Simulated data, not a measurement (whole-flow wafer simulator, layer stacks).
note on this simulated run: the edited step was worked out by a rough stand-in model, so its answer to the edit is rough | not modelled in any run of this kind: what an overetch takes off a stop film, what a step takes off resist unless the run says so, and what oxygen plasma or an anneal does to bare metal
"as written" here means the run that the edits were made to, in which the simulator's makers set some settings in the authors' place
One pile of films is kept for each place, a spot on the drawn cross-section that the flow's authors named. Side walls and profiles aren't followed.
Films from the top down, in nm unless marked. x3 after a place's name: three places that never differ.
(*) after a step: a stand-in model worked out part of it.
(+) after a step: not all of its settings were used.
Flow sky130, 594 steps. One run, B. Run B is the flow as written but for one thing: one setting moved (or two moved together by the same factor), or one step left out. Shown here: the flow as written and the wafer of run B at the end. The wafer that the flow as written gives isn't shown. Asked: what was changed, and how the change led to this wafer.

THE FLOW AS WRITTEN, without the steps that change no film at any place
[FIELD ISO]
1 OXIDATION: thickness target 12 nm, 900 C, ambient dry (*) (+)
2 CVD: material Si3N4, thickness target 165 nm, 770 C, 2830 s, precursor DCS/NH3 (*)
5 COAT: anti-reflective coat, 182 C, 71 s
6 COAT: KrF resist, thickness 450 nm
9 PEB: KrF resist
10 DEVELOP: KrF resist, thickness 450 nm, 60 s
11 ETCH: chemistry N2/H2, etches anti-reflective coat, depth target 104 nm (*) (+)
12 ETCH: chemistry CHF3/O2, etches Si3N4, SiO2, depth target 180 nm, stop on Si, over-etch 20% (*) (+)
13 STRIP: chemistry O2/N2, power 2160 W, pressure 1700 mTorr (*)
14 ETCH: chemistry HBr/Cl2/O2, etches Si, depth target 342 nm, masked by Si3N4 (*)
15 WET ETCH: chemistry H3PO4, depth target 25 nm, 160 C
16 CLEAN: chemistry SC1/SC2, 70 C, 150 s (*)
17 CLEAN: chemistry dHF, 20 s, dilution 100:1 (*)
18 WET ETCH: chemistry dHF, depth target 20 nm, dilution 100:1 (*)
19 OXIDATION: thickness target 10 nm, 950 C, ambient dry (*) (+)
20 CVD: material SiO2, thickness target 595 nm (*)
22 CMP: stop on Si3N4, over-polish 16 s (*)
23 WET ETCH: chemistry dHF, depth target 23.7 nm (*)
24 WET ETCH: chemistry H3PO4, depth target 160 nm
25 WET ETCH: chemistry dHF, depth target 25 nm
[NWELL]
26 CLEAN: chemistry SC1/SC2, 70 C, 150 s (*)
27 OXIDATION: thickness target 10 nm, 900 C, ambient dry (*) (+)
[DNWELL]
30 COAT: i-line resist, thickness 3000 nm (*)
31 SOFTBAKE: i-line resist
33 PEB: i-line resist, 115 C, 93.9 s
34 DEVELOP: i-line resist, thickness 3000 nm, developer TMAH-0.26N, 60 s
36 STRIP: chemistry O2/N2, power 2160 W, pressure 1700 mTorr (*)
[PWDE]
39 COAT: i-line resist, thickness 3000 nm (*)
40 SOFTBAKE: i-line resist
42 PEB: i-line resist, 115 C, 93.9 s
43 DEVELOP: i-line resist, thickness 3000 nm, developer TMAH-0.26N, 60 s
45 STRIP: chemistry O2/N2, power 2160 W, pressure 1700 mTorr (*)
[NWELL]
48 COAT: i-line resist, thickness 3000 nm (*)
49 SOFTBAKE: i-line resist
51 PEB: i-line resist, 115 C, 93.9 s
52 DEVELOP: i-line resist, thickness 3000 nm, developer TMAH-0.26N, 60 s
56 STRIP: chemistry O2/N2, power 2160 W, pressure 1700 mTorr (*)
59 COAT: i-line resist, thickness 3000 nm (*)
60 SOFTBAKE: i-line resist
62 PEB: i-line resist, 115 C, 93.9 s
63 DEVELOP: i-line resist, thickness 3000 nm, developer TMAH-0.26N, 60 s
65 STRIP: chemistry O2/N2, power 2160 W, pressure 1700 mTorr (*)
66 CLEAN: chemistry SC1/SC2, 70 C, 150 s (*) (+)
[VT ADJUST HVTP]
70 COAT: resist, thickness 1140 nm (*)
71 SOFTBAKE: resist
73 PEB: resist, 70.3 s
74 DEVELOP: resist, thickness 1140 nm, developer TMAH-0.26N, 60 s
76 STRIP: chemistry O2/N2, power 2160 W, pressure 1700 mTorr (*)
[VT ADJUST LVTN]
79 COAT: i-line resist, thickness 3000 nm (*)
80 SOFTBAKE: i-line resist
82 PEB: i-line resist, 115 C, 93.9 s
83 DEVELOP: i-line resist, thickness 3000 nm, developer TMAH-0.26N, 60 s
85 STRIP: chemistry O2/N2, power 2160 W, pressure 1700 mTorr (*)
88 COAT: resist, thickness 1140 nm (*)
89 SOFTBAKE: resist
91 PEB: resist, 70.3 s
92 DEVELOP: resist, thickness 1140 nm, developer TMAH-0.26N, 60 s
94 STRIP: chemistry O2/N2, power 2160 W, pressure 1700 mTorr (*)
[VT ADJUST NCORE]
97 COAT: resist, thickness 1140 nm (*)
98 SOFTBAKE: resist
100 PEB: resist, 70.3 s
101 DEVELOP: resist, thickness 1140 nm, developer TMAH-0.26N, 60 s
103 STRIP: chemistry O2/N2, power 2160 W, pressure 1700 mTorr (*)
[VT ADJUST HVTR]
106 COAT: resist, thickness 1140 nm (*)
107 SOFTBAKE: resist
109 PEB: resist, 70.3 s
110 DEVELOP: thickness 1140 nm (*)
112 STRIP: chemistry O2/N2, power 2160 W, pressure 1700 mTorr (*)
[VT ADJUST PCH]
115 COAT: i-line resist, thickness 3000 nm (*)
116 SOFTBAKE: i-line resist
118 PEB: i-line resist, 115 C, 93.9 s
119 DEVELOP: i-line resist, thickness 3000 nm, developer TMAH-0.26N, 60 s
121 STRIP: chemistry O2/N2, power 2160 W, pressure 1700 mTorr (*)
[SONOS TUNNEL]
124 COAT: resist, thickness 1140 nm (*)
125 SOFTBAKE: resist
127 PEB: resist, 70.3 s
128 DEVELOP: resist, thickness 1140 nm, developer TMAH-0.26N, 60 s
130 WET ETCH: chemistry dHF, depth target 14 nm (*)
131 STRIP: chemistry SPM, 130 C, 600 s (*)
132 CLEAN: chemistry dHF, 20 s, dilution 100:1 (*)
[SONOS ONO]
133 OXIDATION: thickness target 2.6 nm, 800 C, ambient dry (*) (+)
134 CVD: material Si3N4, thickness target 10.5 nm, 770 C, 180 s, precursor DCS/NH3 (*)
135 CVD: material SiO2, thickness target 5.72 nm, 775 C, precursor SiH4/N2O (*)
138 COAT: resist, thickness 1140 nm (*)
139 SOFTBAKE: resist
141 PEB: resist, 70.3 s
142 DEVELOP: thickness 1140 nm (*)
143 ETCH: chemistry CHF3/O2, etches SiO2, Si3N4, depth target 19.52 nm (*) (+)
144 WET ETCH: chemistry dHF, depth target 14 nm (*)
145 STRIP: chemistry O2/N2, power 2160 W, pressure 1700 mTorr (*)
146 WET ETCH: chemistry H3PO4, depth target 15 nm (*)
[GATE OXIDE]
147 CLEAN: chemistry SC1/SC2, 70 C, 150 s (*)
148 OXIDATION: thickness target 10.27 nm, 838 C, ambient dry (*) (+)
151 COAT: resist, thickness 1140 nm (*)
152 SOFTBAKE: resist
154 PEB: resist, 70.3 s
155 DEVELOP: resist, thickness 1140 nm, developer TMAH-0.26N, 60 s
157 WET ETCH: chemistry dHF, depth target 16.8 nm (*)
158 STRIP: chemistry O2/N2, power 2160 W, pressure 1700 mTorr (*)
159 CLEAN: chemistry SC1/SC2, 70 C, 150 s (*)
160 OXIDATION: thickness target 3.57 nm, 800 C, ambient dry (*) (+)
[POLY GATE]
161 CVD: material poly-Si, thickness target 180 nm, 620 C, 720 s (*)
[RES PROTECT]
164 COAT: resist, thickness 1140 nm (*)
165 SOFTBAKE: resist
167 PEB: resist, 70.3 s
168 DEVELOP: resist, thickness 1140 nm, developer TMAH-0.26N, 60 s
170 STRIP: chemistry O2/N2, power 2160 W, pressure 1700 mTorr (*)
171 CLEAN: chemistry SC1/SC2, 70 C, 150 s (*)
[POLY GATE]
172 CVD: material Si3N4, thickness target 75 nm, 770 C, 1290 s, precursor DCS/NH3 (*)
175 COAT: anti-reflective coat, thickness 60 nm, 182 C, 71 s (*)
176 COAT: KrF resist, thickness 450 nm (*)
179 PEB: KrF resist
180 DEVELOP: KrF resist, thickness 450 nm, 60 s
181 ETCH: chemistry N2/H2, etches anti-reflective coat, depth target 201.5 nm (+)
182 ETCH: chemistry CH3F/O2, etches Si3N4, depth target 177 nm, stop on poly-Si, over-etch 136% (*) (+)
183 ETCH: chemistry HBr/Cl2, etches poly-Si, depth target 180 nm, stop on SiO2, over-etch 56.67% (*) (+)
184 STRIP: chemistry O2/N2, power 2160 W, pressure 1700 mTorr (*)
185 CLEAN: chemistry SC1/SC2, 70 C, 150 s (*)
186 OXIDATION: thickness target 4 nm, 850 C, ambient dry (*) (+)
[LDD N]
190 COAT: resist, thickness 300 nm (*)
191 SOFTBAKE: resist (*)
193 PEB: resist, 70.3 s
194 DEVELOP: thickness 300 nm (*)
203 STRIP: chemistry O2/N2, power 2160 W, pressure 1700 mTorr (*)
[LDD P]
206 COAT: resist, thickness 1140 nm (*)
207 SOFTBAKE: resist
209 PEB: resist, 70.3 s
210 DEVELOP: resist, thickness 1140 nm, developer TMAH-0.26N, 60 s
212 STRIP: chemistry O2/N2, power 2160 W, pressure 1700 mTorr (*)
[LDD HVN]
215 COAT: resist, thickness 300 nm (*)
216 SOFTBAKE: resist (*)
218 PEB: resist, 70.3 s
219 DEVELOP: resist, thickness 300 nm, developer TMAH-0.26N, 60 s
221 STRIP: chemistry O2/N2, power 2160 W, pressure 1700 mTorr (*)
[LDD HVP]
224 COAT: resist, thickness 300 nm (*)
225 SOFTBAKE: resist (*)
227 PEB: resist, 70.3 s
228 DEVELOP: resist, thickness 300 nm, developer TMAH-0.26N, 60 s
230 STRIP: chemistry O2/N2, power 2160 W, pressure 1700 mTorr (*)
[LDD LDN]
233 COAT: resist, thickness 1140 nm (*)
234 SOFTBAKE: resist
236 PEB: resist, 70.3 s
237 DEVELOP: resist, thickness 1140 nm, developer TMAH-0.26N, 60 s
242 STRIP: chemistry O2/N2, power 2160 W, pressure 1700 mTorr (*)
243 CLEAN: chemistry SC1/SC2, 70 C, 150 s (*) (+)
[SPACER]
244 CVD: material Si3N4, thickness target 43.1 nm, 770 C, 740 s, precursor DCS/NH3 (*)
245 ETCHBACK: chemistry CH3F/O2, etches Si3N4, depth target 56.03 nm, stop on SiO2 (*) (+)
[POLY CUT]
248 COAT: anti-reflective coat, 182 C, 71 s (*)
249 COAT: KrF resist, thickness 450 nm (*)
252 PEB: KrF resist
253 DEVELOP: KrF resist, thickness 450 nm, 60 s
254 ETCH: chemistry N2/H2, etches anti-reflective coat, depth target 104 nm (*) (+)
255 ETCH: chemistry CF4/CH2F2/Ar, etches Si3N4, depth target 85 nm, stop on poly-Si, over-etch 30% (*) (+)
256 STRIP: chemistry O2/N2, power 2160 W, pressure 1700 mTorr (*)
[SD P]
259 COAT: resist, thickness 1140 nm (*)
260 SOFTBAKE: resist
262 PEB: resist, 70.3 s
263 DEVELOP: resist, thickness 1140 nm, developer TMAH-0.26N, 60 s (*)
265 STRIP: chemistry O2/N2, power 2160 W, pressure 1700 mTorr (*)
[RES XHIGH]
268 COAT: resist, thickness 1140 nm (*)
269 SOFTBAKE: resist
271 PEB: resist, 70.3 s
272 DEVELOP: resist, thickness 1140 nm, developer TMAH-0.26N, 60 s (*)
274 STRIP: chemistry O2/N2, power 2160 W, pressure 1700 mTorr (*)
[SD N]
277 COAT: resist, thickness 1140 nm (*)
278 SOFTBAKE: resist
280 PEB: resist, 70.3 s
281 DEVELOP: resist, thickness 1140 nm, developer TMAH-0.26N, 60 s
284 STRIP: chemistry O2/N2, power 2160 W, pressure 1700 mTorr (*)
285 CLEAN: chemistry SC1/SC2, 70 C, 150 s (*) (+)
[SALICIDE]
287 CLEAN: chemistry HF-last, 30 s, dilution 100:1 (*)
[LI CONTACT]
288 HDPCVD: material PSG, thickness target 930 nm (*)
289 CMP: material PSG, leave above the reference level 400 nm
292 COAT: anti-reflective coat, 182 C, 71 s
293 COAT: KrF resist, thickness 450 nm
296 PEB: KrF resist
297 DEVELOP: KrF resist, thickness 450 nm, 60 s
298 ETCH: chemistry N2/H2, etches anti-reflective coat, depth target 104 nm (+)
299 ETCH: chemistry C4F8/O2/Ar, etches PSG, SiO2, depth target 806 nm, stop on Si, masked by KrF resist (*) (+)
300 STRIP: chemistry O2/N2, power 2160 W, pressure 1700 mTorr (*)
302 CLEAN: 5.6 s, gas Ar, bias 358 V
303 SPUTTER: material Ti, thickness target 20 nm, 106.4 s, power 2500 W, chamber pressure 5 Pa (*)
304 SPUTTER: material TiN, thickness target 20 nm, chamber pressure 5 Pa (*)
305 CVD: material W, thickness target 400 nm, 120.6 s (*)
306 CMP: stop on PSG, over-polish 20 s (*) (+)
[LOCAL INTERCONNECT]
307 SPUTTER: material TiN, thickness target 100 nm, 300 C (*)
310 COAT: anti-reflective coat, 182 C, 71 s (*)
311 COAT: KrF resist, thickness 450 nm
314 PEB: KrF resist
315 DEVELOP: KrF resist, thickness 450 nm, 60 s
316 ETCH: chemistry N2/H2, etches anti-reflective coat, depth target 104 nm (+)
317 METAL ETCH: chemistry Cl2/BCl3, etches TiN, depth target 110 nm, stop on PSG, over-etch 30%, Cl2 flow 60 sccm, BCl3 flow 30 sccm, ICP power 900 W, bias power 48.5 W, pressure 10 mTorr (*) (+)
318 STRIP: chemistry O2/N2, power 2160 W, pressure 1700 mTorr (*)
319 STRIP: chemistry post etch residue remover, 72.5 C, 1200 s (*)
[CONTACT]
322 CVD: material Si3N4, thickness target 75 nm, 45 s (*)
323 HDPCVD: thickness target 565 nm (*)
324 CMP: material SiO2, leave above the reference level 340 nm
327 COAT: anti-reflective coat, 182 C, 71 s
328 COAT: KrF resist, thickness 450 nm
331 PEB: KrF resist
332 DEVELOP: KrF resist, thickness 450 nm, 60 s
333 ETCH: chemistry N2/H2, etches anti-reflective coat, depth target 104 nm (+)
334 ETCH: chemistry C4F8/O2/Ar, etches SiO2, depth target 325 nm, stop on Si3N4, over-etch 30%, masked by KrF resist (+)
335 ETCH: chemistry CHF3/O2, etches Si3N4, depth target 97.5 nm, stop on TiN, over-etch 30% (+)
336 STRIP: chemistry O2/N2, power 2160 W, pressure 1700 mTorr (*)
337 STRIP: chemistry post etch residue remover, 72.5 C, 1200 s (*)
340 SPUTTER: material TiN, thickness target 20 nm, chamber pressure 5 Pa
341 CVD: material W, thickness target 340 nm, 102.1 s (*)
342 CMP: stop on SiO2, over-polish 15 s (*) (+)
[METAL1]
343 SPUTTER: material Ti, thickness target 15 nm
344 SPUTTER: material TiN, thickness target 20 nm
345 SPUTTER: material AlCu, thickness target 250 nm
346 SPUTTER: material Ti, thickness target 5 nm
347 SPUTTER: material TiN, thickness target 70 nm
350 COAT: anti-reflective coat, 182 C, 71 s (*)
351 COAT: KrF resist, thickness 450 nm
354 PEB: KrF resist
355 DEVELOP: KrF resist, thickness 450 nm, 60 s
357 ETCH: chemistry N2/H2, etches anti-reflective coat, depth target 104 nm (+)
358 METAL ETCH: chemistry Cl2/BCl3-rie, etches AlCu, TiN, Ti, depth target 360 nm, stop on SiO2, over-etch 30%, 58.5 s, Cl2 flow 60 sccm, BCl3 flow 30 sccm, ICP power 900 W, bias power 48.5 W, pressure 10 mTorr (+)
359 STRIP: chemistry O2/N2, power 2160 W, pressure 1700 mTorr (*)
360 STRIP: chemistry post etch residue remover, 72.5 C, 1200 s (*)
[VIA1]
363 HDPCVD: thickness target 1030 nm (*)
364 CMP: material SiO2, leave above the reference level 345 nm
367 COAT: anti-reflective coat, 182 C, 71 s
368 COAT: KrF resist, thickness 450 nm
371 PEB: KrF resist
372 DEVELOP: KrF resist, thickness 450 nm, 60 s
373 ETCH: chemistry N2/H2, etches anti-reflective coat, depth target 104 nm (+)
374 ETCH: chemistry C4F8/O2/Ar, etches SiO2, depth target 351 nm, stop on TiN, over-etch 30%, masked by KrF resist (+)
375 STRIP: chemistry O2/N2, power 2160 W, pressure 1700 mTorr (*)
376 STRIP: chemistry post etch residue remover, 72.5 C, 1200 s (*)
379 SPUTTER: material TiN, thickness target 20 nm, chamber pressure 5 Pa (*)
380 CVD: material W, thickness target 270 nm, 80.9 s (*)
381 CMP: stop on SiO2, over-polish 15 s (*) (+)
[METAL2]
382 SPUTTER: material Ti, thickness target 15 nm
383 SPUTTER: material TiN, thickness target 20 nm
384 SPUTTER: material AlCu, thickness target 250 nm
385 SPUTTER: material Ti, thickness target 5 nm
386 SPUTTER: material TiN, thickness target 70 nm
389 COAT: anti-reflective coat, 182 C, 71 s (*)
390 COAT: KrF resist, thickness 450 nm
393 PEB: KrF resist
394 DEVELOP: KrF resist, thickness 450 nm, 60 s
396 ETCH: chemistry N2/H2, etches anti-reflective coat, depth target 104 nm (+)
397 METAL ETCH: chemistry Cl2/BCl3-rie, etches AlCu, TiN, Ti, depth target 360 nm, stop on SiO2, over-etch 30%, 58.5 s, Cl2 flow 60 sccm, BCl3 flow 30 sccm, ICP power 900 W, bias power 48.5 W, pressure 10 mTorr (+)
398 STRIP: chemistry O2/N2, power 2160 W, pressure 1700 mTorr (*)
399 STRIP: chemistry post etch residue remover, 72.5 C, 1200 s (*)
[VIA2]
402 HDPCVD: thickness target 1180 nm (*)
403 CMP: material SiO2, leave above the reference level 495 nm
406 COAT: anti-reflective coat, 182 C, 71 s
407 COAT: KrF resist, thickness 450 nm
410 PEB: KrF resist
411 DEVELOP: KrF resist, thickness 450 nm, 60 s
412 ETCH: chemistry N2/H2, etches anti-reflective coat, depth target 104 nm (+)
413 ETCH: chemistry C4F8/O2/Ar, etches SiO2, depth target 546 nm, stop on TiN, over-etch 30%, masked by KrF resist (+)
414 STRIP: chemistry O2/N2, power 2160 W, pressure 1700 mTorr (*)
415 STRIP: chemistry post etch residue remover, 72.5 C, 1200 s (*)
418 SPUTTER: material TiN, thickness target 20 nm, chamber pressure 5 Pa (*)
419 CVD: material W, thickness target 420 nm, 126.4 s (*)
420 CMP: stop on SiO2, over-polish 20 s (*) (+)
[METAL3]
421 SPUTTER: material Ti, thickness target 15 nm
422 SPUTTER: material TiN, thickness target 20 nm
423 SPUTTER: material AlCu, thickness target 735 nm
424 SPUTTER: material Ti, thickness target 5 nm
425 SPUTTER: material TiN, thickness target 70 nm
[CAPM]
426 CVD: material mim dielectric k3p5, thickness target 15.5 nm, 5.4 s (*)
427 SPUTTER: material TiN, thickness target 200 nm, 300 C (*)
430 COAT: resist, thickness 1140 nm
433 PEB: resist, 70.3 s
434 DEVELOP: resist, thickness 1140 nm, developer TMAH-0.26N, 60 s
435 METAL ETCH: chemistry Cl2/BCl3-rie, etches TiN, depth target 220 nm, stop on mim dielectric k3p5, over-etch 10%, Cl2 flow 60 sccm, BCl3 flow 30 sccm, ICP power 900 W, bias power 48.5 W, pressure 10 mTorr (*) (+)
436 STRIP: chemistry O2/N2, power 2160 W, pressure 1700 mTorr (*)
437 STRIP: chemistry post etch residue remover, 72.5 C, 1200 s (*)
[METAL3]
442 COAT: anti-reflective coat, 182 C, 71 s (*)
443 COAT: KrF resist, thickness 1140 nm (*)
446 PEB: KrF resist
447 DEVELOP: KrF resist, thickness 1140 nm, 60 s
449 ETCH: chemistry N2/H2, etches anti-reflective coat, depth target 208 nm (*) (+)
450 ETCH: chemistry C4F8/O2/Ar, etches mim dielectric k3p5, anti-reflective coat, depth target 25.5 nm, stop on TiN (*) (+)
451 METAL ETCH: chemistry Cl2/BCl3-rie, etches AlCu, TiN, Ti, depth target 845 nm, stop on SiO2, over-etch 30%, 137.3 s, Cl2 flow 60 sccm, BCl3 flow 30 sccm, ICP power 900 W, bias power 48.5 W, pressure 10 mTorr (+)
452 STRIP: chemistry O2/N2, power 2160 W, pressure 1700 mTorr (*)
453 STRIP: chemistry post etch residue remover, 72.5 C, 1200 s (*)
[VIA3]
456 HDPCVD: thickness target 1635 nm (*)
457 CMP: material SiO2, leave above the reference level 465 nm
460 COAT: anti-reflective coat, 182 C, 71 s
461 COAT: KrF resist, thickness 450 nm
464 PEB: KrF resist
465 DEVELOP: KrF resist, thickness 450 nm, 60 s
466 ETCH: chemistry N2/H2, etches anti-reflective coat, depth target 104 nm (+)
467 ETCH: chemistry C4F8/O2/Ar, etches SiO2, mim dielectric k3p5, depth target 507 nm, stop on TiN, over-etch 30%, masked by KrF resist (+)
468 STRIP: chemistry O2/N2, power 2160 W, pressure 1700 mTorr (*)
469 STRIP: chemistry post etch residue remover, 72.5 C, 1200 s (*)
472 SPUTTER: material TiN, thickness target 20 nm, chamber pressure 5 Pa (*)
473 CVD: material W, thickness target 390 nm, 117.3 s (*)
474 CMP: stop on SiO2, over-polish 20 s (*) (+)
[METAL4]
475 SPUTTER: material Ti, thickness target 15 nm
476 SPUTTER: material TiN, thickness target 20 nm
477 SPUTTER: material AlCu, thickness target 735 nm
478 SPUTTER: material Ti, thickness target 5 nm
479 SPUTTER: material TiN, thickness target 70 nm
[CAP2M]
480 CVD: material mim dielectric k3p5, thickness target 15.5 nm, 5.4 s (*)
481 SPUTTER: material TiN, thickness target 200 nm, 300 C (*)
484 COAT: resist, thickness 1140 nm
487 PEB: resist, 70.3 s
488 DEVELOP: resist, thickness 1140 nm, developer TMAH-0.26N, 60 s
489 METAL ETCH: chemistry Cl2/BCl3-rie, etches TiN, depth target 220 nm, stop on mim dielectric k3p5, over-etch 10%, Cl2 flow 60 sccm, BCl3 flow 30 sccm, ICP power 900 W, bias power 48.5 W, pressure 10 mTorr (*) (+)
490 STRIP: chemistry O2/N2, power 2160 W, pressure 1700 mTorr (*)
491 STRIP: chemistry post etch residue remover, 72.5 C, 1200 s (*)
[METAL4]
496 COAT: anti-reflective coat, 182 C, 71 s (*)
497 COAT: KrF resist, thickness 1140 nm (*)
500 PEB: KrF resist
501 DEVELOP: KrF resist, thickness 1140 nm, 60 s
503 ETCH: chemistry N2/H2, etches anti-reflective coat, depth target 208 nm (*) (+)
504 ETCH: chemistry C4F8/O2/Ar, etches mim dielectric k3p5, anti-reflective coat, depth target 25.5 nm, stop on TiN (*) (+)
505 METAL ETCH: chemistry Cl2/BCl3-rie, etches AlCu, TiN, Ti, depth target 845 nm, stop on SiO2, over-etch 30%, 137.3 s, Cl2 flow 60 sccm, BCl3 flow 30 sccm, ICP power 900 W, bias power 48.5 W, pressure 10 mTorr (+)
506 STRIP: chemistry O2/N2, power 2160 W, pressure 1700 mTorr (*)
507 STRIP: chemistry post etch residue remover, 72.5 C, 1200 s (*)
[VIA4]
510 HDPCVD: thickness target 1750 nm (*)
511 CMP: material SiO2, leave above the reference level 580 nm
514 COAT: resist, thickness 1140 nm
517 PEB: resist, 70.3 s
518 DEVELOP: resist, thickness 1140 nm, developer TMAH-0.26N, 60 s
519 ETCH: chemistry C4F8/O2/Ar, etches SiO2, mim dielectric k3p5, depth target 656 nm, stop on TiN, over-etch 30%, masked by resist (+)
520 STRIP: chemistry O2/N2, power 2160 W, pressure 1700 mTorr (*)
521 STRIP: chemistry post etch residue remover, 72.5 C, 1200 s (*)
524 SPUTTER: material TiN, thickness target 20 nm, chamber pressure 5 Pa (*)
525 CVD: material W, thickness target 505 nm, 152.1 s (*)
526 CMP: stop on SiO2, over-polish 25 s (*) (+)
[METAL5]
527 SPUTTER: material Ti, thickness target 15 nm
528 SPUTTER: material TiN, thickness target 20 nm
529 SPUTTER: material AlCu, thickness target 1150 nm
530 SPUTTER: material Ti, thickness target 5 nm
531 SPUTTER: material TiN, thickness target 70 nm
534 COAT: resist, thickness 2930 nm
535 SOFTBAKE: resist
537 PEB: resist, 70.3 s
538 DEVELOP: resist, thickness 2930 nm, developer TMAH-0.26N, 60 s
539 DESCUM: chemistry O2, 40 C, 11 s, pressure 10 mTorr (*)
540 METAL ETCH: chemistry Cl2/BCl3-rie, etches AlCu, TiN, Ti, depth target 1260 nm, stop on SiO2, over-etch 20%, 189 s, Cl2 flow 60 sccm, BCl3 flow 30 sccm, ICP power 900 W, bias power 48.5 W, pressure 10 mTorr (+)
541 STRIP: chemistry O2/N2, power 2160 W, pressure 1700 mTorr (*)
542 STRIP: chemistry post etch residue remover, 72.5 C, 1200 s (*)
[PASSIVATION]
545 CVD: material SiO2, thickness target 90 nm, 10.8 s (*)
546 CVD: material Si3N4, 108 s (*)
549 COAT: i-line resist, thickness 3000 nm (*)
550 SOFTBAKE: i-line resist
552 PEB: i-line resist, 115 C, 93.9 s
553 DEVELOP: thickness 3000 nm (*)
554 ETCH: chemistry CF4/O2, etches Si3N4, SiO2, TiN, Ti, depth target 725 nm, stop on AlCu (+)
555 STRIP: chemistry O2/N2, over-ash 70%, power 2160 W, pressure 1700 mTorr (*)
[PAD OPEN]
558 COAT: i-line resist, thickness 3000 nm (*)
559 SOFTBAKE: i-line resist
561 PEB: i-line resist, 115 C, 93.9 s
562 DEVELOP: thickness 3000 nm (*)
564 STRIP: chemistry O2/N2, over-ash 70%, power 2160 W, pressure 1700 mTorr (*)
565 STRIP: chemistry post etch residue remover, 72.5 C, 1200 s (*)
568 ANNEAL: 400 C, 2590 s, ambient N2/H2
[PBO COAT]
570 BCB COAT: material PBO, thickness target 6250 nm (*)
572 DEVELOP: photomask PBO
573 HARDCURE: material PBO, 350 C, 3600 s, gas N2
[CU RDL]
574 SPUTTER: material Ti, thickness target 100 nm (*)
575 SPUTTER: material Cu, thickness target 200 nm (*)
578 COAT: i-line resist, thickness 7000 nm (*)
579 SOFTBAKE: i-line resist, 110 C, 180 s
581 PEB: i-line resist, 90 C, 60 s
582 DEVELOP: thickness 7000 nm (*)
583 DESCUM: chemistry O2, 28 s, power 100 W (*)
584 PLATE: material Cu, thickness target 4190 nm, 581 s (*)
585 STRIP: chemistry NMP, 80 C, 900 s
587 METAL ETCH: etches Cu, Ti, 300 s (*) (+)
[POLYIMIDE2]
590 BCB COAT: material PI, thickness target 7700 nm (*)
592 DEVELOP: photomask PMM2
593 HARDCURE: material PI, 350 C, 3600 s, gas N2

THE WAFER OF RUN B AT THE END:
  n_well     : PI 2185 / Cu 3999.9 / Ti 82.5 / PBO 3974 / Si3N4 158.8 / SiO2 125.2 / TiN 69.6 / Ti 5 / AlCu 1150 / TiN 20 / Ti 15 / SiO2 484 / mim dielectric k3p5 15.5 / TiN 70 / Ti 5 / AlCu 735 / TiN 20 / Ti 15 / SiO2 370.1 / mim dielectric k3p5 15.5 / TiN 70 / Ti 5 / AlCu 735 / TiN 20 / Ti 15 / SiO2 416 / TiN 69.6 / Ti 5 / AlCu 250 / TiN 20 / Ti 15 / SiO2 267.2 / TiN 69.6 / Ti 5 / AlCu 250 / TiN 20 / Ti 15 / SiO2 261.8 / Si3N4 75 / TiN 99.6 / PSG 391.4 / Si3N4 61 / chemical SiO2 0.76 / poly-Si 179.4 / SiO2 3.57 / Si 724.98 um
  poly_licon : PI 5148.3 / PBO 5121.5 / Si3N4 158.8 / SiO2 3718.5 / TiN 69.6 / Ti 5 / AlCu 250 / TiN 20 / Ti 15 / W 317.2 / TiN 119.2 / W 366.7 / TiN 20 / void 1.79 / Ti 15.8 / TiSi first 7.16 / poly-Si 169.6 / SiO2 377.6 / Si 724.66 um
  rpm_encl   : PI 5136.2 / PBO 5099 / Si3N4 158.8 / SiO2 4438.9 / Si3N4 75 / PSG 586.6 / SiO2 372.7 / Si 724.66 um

The cause: step 574, SPUTTER: thickness target 82.5 nm was run, where the flow has thickness target 100 nm.
It can be read off the wafer: n_well has Ti 82.5, and step 574 as written asks for 100 nm.

How the change led to this, step by step:
  574 SPUTTER: material Ti, thickness target 100 nm (*)
      field, active, n_well and 190 more: Ti +82.5 (new film) (as written it would be: Ti +100 (new film))
  587 METAL ETCH: etches Cu, Ti, 300 s (*) (+)
      field, active, gate and 167 more: Cu -200 (all of it), Ti -82.5 (all of it) (as written it would be: Cu -200 (all of it), Ti -100 (all of it))
  590 BCB COAT: material PI, thickness target 7700 nm (*)
      de16_gate_nw: PI +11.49 um (new film) (as written it would be: PI +11.5 um (new film))
